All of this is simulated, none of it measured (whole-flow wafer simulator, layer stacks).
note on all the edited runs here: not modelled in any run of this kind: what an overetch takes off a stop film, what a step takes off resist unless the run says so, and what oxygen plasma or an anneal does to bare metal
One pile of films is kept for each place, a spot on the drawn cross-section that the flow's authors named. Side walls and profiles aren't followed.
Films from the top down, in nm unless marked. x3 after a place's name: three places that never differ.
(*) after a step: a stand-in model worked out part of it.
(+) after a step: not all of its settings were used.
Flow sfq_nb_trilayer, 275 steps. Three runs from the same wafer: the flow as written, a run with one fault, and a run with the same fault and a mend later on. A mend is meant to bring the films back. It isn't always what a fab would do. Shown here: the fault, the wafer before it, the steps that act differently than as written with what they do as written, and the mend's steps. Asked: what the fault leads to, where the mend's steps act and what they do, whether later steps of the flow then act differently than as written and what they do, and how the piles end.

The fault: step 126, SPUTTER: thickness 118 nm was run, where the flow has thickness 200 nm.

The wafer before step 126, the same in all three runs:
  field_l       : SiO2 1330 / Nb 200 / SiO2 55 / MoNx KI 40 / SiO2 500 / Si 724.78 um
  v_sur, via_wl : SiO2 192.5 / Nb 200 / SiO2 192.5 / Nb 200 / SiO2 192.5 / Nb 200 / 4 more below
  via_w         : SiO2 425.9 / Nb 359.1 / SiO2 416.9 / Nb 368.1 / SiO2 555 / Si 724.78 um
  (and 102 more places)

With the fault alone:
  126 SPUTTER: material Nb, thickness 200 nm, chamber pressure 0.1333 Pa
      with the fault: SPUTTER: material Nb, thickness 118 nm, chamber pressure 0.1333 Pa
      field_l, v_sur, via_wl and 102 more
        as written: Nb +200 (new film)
        with the fault: Nb +118 (new film)
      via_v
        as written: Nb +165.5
        with the fault: Nb +97.3
  Later steps of the flow that act differently than as written (4 more steps differ only slightly, by at most 2% or 0.5 nm, whichever is larger, and aren't shown):
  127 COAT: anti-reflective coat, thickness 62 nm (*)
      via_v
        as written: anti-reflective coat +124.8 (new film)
        with the fault: anti-reflective coat +120.7 (new film)
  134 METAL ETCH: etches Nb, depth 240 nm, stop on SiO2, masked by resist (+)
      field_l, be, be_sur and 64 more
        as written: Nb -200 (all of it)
        with the fault: Nb -118 (all of it)
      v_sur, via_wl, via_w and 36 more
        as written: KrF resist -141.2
        with the fault: KrF resist -104.1
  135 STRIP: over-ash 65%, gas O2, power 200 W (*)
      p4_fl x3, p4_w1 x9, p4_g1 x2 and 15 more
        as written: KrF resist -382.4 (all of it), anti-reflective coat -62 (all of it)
        with the fault: KrF resist -419.4 (all of it), anti-reflective coat -62 (all of it)
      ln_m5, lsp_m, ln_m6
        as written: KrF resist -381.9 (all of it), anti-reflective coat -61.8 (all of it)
        with the fault: KrF resist -419 (all of it), anti-reflective coat -61.8 (all of it)
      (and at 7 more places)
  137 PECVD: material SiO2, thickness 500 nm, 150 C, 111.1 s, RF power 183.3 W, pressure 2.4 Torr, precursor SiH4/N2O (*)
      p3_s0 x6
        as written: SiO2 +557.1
        with the fault: SiO2 +500
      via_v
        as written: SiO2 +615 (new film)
        with the fault: SiO2 +592.7 (new film)
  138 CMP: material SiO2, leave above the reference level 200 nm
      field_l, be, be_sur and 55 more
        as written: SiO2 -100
        with the fault: SiO2 -182
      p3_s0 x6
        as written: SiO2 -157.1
        with the fault: SiO2 -182
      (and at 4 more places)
  At the end the piles differ from the flow's by more than 2% or 0.5 nm, whichever is larger, at field_l, v_sur, via_wl and 103 more.
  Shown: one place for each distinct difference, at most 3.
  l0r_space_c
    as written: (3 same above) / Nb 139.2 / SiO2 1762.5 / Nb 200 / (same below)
    with the fault: (3 same above) / Nb 139.2 / SiO2 1680.5 / Nb 200 / (same below)
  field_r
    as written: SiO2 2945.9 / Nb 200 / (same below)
    with the fault: SiO2 2863.9 / Nb 200 / (same below)
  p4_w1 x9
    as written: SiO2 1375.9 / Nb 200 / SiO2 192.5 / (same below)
    with the fault: SiO2 1375.9 / Nb 118 / SiO2 192.5 / (same below)

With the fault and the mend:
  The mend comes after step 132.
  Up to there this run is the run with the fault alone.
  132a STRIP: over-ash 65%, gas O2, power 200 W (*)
      p3_s0 x6, p3_fr x3, wl_d_sl and 38 more
        anti-reflective coat -62 (all of it)
      p4_fl x3, p4_w1 x9, p4_g1 x2 and 15 more
        KrF resist -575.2 (all of it), anti-reflective coat -62 (all of it)
      moat, field_r, lsp_l, lsp_r, l0_sur, l0v
        anti-reflective coat -61.8 (all of it)
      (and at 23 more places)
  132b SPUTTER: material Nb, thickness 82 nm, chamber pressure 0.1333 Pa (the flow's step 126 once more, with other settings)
      field_l, v_sur, via_wl and 102 more
        Nb +82
      via_v
        Nb +65.6
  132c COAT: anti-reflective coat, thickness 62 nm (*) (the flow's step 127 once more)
      p4_fl x3, p4_w1 x9, p4_g1 x2 and 63 more
        anti-reflective coat +62 (new film)
      moat, field_r, lsp_l and 6 more
        anti-reflective coat +61.8 (new film)
      be_r, r_sur, res, r_end
        anti-reflective coat +61.7 (new film)
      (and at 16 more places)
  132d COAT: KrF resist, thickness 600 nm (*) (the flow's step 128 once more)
      p4_fl x3, p4_w1 x9, p4_g1 x2 and 63 more
        KrF resist +600 (new film)
      field_r, lsp_l, ln_m5, lsp_m, l0v
        KrF resist +599.5 (new film)
      ln_m6, lsp_r, l0_sur
        KrF resist +599.6 (new film)
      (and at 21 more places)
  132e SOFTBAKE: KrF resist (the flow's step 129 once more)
      changes no film at any place that is followed
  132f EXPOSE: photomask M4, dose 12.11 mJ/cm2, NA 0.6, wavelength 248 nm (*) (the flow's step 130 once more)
      changes no film at any place that is followed
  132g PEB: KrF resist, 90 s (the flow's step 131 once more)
      field_l, v_sur, via_wl and 97 more
        KrF resist -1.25
      via_w, via_wr, via_sp, wire, be
        KrF resist -1.24
      via_v
        KrF resist -1.61
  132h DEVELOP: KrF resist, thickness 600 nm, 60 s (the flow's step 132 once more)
      p3_s0 x6, p3_fr x3, wl_d_sl and 38 more
        KrF resist -598.7 (all of it)
      v_sur, via_wl, via_w and 36 more
        KrF resist -23.5
      moat, field_r, lsp_l
        KrF resist -598.2 (all of it)
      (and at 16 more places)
  No later step of the flow acts differently than as written, at any place that is followed, by more than 2% or 0.5 nm, whichever is larger.
  At the end the piles differ from the flow's only slightly at the places that both follow, by at most 2% or 0.5 nm, whichever is larger.
